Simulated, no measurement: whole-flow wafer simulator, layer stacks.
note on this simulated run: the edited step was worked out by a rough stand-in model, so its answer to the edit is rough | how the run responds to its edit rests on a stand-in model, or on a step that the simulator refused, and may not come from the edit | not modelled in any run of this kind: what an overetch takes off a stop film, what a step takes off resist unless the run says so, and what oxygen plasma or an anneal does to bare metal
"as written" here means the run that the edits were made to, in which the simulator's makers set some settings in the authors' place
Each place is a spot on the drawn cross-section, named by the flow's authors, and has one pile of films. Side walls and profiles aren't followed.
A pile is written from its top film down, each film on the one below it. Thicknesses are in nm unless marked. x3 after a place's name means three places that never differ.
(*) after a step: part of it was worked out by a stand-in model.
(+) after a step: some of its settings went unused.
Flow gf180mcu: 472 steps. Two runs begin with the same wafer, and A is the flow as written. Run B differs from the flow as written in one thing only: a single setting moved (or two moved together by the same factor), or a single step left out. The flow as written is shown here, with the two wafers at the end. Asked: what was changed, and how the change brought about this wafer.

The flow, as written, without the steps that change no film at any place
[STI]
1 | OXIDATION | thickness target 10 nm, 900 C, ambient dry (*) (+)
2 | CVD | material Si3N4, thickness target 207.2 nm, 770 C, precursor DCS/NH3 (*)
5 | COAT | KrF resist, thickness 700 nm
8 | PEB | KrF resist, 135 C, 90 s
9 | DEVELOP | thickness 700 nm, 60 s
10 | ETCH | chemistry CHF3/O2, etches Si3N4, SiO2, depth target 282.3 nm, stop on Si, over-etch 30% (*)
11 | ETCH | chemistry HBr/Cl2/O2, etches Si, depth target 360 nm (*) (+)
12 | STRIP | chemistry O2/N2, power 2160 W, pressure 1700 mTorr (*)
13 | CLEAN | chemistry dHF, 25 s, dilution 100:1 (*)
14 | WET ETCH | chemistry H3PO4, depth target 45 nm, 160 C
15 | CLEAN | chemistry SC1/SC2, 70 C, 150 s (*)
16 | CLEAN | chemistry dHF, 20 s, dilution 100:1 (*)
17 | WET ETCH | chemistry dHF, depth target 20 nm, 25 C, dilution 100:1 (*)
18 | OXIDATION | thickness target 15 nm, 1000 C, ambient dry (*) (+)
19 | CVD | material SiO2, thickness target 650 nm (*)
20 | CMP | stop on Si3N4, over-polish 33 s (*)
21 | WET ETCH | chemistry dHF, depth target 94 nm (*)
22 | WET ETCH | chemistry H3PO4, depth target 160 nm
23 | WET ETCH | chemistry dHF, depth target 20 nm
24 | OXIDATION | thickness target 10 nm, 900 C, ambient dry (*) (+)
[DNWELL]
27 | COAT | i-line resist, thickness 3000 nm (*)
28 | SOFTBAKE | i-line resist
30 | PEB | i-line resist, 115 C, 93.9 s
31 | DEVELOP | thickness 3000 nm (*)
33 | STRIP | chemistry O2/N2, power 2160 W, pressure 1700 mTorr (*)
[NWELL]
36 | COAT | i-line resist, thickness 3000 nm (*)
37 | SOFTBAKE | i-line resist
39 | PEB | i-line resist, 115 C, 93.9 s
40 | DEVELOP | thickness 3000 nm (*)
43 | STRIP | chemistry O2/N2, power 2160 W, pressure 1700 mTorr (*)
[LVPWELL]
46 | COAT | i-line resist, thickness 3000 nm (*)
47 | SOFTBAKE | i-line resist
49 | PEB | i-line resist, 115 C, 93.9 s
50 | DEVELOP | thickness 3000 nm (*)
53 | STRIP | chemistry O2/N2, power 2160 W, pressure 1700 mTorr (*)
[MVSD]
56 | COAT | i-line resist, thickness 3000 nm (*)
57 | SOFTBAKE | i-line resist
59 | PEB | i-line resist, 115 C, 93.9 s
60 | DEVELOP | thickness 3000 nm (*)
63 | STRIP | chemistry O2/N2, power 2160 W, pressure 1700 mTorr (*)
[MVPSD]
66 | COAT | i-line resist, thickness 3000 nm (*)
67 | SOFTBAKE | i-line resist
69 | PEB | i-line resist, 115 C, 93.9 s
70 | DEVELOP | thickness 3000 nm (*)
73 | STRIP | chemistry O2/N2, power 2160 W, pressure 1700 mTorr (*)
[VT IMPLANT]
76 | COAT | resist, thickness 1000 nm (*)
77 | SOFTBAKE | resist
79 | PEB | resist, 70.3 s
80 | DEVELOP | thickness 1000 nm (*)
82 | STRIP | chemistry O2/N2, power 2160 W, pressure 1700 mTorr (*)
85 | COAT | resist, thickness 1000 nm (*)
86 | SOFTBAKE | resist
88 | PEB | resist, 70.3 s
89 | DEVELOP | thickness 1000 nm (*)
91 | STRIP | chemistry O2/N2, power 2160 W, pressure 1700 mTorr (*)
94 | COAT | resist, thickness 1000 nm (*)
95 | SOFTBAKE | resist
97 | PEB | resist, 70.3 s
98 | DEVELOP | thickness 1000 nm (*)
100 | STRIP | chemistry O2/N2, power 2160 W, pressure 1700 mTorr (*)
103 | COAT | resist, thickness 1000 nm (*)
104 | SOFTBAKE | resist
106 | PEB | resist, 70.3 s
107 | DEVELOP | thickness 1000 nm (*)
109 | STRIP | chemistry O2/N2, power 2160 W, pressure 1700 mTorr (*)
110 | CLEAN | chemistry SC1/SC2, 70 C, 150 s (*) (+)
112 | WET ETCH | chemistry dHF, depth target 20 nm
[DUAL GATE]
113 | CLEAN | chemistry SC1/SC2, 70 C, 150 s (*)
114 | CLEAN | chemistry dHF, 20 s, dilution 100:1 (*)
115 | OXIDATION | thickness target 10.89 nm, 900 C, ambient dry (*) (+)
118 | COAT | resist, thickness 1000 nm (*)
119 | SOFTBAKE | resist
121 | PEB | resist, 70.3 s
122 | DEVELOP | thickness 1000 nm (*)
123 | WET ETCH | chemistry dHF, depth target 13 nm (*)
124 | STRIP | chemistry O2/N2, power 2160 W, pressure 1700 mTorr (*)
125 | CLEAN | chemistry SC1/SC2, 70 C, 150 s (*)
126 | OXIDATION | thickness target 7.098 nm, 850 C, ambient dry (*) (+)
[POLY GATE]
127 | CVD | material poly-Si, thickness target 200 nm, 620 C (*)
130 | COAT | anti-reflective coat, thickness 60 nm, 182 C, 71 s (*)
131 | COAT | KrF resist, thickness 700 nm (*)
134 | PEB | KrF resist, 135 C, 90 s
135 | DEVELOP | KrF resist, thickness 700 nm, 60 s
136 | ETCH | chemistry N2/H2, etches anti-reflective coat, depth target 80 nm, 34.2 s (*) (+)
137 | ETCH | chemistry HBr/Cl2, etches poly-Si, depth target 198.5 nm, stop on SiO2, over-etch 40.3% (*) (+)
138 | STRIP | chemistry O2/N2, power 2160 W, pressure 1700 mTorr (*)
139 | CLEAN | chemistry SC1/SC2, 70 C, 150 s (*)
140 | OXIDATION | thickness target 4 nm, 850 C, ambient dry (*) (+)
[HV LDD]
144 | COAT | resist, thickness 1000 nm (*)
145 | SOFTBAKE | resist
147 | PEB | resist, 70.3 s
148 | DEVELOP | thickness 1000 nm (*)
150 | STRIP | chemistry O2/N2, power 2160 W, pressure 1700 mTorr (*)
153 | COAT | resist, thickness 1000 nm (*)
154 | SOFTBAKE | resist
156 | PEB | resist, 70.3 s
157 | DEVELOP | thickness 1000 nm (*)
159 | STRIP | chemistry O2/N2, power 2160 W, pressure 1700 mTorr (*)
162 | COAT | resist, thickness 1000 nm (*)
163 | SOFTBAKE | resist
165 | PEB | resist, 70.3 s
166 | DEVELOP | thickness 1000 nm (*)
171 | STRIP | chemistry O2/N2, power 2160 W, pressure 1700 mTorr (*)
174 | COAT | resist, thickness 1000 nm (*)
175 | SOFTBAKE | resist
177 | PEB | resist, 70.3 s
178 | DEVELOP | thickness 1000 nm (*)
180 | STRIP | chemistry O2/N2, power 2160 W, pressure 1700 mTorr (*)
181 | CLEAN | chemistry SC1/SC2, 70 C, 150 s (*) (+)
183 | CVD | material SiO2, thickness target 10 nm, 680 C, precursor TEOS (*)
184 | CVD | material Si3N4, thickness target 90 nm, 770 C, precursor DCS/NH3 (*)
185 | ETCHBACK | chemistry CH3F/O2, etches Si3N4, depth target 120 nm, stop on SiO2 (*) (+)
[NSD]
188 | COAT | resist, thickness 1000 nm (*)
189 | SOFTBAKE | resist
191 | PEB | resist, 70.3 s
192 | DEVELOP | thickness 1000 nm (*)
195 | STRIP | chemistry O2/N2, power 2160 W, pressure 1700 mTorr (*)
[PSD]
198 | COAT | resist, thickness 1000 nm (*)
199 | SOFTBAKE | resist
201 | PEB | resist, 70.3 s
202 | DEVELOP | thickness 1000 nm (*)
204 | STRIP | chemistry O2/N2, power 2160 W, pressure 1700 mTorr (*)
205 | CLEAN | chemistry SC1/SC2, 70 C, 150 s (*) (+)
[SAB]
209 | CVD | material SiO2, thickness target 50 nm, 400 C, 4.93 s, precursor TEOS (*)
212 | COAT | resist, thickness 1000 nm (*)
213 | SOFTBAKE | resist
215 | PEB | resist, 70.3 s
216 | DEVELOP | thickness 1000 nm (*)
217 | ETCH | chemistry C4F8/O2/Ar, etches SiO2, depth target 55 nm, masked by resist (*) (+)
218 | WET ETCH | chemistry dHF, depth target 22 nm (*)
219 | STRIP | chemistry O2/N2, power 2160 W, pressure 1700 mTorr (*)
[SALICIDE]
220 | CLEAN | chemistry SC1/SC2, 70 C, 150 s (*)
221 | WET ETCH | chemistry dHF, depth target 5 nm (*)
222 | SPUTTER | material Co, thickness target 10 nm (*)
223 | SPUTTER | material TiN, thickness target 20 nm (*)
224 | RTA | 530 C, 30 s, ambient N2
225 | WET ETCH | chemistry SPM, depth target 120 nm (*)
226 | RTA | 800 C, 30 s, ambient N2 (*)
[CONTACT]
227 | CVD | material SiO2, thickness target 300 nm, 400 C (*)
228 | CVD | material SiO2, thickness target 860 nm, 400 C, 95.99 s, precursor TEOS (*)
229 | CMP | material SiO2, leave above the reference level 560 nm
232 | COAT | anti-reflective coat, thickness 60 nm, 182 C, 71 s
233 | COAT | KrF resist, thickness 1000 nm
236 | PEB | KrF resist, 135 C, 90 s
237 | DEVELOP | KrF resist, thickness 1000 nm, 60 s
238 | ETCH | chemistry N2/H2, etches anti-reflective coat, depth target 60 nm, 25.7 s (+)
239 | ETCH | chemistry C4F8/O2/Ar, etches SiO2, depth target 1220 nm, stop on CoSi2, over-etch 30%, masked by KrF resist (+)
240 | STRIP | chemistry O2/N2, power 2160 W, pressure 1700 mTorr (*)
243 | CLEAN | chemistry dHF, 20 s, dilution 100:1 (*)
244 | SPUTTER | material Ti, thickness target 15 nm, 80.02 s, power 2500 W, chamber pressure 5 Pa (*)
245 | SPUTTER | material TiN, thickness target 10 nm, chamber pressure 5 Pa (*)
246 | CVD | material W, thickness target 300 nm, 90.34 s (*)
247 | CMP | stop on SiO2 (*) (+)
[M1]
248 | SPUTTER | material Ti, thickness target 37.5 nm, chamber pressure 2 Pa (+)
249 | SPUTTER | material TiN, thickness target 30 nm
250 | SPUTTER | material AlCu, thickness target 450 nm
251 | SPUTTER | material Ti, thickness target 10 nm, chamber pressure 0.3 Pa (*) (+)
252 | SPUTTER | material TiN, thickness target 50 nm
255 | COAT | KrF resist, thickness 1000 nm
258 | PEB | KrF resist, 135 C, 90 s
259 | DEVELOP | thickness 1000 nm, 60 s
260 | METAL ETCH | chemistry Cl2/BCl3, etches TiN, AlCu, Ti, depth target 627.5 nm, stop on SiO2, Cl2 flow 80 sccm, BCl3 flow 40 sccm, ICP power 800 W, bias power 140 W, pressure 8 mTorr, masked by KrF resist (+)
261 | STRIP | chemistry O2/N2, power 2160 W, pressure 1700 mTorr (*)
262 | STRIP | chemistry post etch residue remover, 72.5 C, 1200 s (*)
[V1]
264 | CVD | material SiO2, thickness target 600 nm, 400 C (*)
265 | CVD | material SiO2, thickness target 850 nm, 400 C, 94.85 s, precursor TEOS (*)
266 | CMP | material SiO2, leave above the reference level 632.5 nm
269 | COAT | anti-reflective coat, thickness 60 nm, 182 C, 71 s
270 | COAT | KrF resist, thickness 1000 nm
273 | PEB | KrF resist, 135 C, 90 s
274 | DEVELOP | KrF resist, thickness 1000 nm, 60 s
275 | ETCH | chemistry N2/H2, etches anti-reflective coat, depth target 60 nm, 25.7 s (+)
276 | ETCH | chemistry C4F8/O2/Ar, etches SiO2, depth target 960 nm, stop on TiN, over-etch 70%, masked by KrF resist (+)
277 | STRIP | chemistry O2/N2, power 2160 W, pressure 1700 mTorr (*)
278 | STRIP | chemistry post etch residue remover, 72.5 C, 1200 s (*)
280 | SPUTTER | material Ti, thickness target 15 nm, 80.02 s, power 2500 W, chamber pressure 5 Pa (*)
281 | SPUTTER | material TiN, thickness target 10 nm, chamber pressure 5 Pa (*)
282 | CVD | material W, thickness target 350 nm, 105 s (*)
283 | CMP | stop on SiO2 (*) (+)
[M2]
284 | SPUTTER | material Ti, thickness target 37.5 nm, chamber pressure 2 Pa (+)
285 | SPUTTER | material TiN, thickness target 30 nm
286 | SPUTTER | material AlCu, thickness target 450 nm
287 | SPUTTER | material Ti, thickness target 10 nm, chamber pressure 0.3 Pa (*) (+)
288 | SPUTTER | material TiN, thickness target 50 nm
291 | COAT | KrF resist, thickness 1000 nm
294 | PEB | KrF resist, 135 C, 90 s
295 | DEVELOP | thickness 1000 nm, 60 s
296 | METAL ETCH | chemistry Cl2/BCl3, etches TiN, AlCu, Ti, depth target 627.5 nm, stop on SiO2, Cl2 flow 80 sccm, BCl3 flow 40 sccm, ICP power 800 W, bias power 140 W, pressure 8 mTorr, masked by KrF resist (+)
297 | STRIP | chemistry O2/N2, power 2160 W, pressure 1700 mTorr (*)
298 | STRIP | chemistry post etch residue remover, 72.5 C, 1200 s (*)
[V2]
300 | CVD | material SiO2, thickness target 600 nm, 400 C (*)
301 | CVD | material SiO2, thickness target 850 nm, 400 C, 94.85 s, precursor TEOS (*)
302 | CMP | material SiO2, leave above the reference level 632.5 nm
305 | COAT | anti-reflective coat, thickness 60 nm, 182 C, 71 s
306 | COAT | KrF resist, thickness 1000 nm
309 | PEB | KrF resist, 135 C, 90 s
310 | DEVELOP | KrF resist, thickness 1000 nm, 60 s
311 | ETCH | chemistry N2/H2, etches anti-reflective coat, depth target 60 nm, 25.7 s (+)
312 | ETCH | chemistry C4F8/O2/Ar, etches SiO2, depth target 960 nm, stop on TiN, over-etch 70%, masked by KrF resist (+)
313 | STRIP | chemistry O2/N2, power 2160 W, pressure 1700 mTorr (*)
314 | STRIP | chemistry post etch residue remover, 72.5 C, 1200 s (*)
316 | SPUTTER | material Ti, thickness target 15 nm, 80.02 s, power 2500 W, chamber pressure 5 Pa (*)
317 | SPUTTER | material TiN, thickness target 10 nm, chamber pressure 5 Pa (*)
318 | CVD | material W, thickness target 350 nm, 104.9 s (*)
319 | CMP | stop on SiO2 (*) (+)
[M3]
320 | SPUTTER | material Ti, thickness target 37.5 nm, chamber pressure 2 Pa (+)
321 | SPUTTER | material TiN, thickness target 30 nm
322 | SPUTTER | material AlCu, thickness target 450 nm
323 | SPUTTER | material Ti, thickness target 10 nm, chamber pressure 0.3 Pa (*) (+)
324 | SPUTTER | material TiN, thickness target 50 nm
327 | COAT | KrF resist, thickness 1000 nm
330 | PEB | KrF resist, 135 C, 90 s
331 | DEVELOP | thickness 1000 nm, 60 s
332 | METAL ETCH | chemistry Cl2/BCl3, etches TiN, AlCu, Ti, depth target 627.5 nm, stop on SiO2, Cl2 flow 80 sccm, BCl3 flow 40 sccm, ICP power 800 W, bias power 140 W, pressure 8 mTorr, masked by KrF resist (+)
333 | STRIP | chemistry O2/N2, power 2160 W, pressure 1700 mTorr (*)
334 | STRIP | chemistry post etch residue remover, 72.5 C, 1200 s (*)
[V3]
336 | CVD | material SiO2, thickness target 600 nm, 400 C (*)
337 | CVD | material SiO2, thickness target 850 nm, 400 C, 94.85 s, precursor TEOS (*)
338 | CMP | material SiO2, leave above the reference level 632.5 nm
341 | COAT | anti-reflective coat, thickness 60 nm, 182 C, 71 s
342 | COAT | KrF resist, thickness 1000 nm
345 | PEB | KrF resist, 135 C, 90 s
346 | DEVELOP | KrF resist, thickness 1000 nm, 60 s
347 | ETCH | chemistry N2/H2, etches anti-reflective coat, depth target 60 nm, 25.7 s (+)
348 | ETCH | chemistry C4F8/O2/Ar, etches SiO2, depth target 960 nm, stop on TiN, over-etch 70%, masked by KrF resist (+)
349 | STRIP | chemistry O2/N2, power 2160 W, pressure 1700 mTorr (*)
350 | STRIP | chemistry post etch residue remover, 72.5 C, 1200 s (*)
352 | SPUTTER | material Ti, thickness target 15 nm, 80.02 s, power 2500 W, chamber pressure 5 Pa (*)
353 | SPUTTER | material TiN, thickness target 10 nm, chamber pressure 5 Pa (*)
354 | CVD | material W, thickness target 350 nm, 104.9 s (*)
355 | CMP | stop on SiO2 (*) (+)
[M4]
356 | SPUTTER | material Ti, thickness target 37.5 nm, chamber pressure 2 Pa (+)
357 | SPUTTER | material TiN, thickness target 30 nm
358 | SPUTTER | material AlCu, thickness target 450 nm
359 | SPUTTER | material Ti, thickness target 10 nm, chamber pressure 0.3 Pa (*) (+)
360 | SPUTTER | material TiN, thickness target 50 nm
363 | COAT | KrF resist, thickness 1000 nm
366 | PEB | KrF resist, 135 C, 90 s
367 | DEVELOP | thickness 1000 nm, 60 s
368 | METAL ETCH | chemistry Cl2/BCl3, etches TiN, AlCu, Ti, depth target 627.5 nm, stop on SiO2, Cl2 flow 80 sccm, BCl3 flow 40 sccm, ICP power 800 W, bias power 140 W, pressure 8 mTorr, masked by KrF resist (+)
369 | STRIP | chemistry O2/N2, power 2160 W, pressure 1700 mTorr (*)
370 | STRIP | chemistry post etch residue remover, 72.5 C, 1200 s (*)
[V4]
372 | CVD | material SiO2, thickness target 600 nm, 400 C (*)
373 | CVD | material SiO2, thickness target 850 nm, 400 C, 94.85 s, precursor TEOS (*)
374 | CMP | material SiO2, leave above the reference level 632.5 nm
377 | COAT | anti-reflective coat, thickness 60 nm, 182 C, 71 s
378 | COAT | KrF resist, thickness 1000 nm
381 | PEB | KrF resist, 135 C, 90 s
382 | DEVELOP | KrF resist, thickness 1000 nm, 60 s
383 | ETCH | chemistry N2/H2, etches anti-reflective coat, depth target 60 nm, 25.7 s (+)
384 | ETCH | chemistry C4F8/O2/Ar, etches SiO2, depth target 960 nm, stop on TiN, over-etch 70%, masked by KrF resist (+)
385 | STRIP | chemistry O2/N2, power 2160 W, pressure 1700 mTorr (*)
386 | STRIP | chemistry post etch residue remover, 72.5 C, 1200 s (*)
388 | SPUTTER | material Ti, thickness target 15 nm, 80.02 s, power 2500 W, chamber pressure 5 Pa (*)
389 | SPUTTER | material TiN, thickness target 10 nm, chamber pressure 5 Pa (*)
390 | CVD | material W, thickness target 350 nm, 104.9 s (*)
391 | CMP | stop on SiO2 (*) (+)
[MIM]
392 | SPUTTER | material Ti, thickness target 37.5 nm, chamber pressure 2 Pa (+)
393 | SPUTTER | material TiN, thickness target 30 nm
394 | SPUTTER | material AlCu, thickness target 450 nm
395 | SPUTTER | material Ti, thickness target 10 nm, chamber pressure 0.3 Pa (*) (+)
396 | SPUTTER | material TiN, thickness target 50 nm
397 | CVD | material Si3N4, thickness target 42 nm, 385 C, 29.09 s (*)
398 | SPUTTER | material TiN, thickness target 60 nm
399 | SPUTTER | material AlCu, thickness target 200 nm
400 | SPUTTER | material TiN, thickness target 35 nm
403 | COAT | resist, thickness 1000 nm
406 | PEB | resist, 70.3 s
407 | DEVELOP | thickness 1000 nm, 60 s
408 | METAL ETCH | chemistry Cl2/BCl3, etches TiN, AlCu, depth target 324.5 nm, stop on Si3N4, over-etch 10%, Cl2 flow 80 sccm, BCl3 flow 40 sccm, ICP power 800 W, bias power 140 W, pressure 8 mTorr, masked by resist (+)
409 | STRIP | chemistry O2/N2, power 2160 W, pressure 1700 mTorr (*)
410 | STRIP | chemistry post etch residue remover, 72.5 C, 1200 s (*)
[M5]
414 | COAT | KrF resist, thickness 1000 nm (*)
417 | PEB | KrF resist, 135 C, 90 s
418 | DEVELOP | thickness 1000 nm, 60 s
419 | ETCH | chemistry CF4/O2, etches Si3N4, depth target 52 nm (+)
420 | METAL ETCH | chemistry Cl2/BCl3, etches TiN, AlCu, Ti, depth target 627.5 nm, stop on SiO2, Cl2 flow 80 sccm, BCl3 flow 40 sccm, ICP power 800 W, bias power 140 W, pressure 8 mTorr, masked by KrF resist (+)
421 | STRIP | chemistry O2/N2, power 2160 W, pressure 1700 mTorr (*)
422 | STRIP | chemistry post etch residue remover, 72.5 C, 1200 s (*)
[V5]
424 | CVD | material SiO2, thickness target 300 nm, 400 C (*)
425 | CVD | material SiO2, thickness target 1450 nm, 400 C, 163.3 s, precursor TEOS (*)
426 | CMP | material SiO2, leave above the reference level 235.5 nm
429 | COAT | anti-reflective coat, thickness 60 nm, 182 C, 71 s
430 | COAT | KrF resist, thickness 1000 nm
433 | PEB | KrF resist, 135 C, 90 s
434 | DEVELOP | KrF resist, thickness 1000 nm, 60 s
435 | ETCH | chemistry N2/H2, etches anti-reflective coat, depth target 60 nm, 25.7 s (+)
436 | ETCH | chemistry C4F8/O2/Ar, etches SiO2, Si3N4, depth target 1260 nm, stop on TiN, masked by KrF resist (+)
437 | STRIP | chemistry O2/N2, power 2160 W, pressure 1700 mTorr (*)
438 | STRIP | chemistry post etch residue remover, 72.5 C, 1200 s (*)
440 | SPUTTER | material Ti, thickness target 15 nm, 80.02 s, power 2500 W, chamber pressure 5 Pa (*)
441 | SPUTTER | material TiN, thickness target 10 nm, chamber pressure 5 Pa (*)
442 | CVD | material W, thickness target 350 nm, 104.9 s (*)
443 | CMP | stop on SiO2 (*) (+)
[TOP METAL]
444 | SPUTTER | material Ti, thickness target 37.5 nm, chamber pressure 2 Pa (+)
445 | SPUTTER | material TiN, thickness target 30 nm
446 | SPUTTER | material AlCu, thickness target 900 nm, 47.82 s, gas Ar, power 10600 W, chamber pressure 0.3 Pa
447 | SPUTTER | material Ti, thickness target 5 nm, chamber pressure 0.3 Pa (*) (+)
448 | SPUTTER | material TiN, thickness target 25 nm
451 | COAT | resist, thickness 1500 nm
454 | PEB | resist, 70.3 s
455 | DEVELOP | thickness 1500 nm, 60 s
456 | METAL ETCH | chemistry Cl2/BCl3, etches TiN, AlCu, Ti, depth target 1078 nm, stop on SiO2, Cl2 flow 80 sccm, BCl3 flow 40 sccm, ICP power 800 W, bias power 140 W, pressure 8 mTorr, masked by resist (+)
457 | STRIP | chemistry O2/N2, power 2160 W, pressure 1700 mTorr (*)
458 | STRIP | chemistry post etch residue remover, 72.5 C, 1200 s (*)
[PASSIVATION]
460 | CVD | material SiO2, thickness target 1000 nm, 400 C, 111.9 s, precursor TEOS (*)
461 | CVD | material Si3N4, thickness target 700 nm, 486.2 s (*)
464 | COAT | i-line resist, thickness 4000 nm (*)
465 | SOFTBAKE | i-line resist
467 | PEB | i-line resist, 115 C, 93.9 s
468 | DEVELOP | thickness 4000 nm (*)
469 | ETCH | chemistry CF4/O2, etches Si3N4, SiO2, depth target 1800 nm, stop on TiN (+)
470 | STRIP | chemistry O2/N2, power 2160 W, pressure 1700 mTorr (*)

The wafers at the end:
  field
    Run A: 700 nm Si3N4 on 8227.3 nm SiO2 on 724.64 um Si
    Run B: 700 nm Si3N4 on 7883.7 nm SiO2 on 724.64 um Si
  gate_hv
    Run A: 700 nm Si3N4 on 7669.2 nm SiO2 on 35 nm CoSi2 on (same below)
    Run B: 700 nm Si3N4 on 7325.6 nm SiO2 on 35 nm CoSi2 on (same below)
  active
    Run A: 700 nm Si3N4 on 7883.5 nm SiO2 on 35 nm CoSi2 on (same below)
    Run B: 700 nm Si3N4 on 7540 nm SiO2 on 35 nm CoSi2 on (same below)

The reason: step 460, CVD: thickness target 650 nm was run, though the flow has thickness target 1000 nm; step 460, CVD: 72.76 s was run, where the flow has 111.9 s.

The path from the change to this, step by step:
  460 | CVD | material SiO2, thickness target 1000 nm, 400 C, 111.9 s, precursor TEOS (*)
      field, field__w1, field__w2 and 103 more: A SiO2 gains 1000 | B SiO2 gains 656.4
      field__w8, contact, m1, m1__w1, pad, m1_nw: A SiO2 gains 1000 (new film) | B SiO2 gains 656.4 (new film)
  465 | SOFTBAKE | i-line resist
      gate: A i-line resist gains 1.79 | B i-line resist loses 0.33
      ld_acc_p, ld_fp_p, ld_drift_p: A i-line resist gains 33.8 | B i-line resist gains 27
      (as well as at 57 more places)
  469 | ETCH | chemistry CF4/O2, etches Si3N4, SiO2, depth target 1800 nm, stop on TiN (+)
      pad: A Si3N4 loses 700 (all of it), SiO2 loses 1000 (all of it) | B Si3N4 loses 700 (all of it), SiO2 loses 656.4 (all of it)
